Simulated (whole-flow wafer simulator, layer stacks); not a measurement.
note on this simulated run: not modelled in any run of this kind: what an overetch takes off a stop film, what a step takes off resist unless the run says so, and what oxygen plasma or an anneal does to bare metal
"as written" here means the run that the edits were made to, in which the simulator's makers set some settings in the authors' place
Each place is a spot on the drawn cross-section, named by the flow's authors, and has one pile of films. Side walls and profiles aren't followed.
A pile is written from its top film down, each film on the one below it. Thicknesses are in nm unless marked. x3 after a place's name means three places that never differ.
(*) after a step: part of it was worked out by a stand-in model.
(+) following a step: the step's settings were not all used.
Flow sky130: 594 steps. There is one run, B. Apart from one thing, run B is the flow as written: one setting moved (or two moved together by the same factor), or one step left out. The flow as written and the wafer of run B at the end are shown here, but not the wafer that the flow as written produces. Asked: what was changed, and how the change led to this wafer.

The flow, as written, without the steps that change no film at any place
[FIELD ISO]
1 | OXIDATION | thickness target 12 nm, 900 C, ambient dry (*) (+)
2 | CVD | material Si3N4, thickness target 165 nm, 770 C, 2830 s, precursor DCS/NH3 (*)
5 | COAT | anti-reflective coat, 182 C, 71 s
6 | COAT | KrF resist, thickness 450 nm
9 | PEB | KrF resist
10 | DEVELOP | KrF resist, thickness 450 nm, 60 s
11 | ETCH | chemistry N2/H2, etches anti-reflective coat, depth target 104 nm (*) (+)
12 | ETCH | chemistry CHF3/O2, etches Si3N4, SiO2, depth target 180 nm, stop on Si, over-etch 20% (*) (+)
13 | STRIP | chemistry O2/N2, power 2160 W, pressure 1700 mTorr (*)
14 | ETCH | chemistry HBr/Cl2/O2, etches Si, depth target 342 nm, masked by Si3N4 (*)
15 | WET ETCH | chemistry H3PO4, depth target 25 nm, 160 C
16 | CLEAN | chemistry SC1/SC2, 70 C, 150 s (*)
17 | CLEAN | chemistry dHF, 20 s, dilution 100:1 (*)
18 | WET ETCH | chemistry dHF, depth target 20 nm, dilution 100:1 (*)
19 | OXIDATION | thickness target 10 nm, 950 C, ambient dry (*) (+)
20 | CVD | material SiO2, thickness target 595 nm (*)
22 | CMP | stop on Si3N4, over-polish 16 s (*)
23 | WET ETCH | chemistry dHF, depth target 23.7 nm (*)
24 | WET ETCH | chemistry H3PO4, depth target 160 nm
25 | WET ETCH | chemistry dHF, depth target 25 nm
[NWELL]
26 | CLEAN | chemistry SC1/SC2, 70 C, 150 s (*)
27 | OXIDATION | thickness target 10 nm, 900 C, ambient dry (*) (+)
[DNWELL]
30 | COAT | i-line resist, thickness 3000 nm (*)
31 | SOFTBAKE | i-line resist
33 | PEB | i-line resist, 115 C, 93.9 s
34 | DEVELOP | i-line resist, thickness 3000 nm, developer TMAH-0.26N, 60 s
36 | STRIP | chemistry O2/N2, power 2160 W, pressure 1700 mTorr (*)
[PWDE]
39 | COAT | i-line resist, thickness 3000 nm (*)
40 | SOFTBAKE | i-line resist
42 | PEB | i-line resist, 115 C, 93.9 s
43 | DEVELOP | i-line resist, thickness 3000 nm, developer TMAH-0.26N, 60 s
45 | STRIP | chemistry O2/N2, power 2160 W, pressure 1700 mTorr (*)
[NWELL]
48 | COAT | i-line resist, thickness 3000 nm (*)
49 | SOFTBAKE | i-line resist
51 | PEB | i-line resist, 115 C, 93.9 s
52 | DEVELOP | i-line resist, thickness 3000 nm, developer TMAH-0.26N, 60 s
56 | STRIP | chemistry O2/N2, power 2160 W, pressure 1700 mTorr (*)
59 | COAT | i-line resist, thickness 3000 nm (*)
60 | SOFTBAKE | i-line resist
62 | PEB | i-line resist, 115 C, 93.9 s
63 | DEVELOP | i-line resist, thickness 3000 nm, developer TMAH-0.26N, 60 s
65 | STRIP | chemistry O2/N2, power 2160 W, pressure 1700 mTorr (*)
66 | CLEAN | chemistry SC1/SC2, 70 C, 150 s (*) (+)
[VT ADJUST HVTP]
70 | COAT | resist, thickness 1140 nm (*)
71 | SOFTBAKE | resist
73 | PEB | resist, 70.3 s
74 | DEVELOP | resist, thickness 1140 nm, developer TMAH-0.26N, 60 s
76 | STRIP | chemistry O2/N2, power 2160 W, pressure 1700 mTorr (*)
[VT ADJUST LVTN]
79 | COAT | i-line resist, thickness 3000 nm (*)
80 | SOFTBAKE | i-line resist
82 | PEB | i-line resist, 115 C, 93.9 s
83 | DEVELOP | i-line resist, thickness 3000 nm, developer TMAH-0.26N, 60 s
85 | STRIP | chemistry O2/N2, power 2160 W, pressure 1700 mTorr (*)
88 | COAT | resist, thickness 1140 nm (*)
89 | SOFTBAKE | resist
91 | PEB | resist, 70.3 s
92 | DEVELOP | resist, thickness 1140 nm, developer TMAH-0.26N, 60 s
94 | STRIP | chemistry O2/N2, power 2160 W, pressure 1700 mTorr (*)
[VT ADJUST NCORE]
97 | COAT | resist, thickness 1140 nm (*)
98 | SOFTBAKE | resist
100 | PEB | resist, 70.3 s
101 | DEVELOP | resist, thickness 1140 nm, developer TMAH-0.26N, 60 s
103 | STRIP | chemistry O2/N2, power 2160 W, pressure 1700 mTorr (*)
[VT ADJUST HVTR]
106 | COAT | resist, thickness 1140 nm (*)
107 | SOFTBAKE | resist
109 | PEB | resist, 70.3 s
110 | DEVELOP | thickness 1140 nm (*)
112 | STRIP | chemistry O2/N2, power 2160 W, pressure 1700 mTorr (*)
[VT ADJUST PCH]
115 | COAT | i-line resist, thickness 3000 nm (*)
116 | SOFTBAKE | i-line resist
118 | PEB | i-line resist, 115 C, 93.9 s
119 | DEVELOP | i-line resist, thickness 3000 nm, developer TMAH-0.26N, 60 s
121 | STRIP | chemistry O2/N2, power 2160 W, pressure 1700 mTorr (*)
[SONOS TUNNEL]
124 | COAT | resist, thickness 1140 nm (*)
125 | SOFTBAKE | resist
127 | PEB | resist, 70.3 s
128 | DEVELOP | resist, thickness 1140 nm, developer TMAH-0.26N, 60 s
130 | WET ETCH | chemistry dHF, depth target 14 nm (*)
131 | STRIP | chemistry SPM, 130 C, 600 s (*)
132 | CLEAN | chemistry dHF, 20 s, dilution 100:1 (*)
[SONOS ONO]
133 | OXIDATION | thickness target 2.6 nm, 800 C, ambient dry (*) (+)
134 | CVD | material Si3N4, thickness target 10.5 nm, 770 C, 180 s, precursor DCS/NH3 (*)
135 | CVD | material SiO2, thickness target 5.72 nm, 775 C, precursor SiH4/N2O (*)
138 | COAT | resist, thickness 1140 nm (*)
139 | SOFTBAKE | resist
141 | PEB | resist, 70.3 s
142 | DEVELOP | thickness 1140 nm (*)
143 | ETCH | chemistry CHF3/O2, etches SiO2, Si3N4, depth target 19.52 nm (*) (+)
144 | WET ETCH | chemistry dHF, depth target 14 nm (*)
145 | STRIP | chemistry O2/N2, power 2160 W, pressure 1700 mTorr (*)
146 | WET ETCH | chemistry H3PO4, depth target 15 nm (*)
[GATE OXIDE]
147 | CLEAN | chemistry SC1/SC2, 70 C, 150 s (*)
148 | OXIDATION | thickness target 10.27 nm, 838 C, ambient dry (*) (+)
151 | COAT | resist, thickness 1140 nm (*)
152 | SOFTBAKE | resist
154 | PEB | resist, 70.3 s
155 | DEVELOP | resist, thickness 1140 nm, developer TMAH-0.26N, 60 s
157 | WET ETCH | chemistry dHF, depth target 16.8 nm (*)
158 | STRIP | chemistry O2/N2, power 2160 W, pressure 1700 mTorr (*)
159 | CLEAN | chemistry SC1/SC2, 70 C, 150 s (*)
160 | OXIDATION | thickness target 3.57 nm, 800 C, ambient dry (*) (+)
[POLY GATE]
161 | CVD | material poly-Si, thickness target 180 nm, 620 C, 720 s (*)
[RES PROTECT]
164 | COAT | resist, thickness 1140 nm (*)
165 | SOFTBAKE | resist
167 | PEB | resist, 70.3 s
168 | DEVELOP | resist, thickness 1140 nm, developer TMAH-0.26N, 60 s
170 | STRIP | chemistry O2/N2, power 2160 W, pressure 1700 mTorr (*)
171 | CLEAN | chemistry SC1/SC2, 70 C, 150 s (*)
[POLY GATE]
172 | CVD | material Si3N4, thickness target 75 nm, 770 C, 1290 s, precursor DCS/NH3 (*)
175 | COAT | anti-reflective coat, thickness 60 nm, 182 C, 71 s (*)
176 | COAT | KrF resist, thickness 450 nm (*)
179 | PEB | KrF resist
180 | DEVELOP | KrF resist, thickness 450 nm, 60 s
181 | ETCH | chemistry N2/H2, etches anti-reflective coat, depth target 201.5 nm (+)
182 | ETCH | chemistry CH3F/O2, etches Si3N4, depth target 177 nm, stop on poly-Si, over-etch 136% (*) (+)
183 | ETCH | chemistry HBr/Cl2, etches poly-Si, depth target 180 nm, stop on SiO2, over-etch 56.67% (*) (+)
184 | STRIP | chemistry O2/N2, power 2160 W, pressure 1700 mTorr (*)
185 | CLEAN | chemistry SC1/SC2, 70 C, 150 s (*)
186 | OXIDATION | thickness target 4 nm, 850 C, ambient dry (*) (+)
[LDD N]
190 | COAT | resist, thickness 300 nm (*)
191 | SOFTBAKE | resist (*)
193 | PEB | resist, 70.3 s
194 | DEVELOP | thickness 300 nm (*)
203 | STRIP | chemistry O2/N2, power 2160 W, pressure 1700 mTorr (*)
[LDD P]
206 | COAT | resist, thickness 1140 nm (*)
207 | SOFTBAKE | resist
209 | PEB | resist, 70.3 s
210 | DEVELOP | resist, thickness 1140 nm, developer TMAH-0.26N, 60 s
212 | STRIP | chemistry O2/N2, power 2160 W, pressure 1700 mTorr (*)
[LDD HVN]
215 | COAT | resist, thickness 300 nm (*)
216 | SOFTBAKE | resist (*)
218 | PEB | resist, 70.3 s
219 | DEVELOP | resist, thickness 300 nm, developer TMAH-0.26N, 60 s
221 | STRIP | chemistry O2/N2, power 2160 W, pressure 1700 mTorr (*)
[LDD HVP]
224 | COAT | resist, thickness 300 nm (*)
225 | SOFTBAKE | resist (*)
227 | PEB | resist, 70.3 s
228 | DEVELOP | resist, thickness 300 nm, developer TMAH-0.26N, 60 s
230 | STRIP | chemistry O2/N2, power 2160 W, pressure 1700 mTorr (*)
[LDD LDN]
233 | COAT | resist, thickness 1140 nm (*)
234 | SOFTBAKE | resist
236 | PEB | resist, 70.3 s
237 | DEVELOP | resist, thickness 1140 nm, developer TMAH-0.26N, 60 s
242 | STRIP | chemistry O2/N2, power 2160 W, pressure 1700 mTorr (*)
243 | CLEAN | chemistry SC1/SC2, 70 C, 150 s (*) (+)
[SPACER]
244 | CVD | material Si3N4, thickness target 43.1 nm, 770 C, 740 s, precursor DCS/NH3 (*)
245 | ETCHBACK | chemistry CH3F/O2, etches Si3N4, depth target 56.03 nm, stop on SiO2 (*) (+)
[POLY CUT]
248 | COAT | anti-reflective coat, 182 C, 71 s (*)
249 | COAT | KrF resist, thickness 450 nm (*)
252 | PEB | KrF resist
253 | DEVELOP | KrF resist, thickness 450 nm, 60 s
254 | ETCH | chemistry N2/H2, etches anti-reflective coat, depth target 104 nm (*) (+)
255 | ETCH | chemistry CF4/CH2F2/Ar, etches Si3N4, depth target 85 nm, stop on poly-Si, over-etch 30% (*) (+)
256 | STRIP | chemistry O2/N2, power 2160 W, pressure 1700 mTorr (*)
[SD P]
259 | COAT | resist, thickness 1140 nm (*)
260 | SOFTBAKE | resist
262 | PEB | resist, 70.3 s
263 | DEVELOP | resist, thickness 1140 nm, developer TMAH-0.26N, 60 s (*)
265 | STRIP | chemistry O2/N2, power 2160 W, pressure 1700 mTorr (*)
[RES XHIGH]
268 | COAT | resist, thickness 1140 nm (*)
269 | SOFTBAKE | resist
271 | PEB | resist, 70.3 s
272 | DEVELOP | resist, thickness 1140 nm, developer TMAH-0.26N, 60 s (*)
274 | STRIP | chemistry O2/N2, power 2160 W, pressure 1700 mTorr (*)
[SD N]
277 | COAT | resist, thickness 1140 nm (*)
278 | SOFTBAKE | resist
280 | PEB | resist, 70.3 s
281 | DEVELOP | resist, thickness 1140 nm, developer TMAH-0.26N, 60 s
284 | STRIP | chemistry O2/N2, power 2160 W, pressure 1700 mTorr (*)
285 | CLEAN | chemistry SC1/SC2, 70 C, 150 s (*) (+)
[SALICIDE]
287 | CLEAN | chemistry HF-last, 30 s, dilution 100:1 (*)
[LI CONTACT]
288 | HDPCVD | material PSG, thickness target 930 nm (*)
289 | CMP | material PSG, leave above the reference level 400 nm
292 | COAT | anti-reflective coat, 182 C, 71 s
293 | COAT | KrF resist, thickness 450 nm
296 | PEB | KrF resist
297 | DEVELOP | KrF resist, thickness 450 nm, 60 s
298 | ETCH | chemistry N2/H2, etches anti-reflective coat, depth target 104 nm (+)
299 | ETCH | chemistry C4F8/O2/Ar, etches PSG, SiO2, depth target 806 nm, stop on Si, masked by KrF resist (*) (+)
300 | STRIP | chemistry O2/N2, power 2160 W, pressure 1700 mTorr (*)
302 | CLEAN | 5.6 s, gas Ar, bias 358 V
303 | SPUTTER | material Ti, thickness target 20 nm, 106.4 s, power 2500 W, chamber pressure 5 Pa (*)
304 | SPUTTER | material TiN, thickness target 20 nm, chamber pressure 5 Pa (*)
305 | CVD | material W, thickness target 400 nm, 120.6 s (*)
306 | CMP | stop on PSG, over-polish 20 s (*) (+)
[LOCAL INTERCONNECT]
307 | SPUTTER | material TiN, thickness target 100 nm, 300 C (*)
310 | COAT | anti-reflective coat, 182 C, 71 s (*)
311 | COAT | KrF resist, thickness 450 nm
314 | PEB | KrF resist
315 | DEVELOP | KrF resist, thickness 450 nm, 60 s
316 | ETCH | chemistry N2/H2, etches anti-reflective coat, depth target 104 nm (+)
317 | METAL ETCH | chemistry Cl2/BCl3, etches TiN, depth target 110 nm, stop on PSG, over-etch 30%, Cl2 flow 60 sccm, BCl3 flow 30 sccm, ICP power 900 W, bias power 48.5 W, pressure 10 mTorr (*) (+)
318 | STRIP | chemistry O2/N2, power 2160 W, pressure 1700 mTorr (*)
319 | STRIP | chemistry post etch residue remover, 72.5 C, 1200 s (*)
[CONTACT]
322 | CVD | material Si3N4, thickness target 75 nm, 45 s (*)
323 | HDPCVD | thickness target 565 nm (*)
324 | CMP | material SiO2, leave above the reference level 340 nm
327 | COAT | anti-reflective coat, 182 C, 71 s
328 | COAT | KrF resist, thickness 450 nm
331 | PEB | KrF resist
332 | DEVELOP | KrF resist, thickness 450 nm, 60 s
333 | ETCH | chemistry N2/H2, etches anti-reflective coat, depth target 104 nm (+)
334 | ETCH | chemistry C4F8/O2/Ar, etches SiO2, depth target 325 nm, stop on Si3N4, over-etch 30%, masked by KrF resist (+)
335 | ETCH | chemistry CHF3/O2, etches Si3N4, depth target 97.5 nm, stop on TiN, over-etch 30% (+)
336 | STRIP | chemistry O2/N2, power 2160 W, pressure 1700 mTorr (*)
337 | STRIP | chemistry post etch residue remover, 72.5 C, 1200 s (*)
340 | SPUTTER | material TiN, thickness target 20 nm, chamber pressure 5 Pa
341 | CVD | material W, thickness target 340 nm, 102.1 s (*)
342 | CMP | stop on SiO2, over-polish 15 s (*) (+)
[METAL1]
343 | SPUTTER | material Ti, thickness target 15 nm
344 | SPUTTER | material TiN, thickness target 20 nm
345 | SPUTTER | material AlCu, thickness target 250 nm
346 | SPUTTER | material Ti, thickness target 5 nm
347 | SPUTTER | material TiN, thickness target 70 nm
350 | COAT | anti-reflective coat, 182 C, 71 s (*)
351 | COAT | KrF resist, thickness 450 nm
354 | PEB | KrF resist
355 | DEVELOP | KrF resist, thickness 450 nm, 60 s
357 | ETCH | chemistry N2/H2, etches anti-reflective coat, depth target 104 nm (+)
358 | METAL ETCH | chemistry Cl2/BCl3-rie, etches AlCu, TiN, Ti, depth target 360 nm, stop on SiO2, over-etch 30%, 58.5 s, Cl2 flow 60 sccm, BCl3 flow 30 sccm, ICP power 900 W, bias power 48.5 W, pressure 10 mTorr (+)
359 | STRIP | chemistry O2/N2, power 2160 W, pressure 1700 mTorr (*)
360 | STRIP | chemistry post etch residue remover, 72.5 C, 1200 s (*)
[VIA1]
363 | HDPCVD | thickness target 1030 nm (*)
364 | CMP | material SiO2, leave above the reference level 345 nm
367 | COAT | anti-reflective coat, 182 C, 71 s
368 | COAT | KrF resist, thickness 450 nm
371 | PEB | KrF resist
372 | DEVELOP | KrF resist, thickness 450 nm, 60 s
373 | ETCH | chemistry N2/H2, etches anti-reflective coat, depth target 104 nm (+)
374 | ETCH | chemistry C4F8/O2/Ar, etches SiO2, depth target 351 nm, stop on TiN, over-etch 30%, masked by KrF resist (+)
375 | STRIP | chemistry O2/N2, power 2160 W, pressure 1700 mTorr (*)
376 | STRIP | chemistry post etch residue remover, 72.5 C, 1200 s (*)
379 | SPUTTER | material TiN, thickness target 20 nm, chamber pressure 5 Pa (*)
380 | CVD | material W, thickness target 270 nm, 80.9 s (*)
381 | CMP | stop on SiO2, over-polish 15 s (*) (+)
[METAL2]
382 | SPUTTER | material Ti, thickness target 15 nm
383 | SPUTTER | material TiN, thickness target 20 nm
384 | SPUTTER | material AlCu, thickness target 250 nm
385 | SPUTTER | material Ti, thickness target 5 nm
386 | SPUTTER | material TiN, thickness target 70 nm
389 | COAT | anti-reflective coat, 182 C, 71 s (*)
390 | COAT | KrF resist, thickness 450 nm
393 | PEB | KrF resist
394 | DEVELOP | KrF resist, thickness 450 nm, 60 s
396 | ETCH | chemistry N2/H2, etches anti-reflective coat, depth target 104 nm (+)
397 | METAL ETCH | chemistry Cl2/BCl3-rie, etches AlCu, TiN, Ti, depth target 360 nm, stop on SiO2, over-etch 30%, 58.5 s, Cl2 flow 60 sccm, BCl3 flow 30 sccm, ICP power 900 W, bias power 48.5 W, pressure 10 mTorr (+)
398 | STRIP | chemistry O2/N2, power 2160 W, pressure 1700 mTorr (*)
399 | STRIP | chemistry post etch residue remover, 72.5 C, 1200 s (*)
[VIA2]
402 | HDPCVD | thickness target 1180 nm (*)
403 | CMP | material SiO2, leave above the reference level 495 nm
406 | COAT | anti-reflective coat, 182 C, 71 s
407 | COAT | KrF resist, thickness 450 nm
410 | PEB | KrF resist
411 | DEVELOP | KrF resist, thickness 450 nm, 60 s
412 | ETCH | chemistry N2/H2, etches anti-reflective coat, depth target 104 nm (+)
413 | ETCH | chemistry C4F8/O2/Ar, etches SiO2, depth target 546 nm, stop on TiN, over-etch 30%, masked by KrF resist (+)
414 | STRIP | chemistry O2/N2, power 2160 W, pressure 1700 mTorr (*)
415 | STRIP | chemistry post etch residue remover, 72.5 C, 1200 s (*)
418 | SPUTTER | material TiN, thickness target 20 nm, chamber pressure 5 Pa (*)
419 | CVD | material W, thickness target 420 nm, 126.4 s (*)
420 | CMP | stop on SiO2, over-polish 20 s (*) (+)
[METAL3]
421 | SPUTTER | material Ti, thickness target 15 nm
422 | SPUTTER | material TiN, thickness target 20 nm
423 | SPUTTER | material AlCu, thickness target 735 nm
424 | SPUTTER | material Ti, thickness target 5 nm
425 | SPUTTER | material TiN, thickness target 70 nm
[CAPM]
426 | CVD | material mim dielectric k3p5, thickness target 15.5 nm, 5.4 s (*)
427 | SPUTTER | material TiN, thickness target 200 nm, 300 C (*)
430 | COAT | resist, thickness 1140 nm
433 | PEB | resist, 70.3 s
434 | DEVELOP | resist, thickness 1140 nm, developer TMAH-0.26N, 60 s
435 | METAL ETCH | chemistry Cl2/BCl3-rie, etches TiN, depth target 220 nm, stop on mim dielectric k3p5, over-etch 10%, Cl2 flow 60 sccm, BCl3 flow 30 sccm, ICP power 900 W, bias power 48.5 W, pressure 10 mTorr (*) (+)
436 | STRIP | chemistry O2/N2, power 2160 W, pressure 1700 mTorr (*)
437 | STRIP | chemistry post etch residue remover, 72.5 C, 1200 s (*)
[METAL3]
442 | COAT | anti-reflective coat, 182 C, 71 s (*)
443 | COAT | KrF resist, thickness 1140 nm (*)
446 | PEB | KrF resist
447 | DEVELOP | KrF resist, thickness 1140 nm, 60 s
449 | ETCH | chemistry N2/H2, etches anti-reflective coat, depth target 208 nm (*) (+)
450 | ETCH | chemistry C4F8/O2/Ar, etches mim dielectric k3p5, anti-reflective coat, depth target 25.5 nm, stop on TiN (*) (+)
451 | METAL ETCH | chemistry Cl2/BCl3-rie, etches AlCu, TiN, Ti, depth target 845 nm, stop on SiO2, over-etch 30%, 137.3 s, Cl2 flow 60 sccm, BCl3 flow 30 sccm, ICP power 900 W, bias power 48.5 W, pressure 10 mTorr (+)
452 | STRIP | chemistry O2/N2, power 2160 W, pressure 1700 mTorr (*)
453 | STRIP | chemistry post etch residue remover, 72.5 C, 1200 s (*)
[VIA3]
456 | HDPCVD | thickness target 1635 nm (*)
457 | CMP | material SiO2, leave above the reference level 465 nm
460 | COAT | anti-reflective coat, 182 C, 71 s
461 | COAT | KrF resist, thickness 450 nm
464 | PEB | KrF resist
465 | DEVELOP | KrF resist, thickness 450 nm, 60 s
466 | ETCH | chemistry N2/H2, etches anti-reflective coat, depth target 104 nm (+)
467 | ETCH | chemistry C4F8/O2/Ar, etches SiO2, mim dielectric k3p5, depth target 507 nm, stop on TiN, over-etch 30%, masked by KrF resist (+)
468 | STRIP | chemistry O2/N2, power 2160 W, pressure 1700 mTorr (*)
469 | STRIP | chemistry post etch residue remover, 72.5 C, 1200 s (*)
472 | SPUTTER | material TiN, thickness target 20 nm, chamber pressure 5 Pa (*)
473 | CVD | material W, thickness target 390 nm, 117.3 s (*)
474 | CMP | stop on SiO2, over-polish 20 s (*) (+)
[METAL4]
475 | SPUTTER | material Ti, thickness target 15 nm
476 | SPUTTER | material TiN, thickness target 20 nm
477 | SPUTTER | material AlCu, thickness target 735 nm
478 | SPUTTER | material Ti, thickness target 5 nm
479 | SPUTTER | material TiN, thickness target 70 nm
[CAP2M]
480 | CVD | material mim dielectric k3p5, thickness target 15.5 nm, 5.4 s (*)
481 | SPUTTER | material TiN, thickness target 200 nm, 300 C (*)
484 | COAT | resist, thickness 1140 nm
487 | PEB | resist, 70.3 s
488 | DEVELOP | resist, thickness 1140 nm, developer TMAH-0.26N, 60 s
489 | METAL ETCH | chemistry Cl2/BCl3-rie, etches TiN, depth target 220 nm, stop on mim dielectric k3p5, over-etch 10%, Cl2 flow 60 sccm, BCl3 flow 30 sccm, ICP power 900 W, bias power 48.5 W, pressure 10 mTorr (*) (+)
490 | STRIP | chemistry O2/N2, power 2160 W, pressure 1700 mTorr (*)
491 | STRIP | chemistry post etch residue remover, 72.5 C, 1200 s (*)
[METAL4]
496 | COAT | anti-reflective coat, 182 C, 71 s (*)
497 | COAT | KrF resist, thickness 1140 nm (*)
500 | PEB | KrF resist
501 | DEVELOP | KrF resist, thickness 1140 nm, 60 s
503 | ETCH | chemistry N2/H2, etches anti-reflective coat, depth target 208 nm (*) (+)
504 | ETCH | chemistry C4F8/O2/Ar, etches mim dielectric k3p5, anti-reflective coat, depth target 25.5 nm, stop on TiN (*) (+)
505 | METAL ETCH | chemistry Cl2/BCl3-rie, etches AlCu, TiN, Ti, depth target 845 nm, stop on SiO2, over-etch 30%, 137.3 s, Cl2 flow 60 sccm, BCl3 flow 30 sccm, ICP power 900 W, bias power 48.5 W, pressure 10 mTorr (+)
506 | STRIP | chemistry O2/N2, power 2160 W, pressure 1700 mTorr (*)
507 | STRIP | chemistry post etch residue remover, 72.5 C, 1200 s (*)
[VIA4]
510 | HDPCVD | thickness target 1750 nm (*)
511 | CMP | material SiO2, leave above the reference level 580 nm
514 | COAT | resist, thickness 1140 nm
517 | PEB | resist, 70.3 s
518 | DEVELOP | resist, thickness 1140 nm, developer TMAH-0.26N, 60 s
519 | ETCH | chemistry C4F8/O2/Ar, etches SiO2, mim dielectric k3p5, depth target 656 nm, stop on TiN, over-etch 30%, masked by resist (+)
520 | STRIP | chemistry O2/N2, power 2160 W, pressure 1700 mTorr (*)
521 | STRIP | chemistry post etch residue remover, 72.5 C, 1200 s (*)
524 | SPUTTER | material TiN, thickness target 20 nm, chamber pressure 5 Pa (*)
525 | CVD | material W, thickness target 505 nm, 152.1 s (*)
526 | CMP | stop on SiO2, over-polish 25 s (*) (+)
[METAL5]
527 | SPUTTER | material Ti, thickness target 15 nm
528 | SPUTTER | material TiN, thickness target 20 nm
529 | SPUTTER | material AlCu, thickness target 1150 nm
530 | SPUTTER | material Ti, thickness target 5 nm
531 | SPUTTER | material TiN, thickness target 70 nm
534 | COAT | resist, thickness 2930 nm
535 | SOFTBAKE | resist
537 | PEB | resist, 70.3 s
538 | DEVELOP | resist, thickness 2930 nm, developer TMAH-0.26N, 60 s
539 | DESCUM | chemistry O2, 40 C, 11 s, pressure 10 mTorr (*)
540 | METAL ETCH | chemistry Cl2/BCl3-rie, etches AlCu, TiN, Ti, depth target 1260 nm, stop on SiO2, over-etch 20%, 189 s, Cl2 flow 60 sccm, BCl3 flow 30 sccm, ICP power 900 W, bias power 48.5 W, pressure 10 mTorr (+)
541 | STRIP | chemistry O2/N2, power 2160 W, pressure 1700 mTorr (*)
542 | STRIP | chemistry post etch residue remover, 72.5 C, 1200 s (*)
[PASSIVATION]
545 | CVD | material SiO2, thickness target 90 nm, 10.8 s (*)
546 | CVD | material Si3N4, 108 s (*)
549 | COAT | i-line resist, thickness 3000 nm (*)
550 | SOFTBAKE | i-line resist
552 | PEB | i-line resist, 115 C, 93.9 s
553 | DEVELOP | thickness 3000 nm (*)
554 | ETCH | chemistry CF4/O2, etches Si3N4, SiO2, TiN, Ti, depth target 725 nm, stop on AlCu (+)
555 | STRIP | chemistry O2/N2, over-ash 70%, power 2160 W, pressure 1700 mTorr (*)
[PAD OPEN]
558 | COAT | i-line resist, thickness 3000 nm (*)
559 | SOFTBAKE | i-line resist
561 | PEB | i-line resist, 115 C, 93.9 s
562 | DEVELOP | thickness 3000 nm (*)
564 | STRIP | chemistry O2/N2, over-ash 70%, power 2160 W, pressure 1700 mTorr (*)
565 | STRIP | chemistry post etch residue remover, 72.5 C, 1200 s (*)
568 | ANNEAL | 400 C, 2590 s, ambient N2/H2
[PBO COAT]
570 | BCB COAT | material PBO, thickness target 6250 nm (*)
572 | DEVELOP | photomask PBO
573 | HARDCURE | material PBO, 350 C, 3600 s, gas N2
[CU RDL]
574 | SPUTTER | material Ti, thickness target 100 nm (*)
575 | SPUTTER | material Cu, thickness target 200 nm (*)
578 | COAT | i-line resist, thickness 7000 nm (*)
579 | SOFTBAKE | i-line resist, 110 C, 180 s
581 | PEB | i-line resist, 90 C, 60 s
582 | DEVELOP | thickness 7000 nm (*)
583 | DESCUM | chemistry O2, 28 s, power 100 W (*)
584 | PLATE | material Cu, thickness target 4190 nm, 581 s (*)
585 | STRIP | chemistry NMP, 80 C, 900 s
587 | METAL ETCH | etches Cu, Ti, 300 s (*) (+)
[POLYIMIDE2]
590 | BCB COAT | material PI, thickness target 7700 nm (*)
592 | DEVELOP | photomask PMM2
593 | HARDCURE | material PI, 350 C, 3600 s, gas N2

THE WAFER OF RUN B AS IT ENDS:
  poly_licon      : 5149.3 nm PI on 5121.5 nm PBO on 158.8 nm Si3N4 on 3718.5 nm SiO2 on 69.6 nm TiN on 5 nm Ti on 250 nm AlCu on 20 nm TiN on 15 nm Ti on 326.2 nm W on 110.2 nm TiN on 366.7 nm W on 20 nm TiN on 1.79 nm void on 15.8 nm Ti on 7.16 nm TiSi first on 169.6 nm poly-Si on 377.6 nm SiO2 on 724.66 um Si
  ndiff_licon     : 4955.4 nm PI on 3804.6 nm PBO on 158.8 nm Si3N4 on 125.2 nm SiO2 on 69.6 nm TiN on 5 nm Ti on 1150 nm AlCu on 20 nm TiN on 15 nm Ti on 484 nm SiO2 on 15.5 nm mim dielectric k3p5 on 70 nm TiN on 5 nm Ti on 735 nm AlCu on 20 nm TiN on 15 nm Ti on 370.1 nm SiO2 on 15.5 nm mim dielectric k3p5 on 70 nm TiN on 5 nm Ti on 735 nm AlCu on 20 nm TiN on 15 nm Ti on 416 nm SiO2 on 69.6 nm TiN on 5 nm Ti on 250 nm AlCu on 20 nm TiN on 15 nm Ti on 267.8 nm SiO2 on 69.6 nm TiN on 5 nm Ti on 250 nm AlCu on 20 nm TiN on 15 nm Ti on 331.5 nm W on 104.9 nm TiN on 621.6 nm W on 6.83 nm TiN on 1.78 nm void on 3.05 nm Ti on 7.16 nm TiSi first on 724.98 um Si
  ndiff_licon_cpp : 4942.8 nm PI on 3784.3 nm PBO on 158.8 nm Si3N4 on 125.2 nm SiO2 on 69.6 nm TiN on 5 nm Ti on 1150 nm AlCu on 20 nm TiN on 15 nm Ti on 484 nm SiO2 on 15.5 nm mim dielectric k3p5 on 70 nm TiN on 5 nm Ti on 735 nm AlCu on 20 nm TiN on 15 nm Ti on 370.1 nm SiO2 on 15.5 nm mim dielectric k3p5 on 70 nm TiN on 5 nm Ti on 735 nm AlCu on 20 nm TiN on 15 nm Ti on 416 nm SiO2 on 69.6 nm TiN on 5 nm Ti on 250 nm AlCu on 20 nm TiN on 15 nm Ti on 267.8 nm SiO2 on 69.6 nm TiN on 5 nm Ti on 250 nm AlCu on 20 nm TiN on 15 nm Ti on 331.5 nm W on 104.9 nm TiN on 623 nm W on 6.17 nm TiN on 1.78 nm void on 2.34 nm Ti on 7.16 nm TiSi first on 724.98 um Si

The reason: step 340, SPUTTER: thickness target 11 nm was run, though the flow has thickness target 20 nm.

Step by step, how the change led to this:
  340 | SPUTTER | material TiN, thickness target 20 nm, chamber pressure 5 Pa
      field, active, n_well and 184 more: TiN gains 11 (new film) (as written it would have been: TiN gains 20 (new film))
      ndiff_licon_cpp, rpo_hd_licon: TiN gains 5.75 (as written it would have been: TiN gains 10.4)
      (also at 2 further places)
  342 | CMP | stop on SiO2, over-polish 15 s (*) (+)
      field, active, n_well and 184 more: W loses 340 (all of it), TiN loses 11 (all of it), SiO2 loses 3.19 (as written it would have been: W loses 340 (all of it), TiN loses 20 (all of it), SiO2 loses 3.19)
      ndiff_licon, ndiff_licon_cpp, rpo_hd_licon: W loses 354.7 (as written it would have been: W loses 363.7)
      (also at 1 further place)
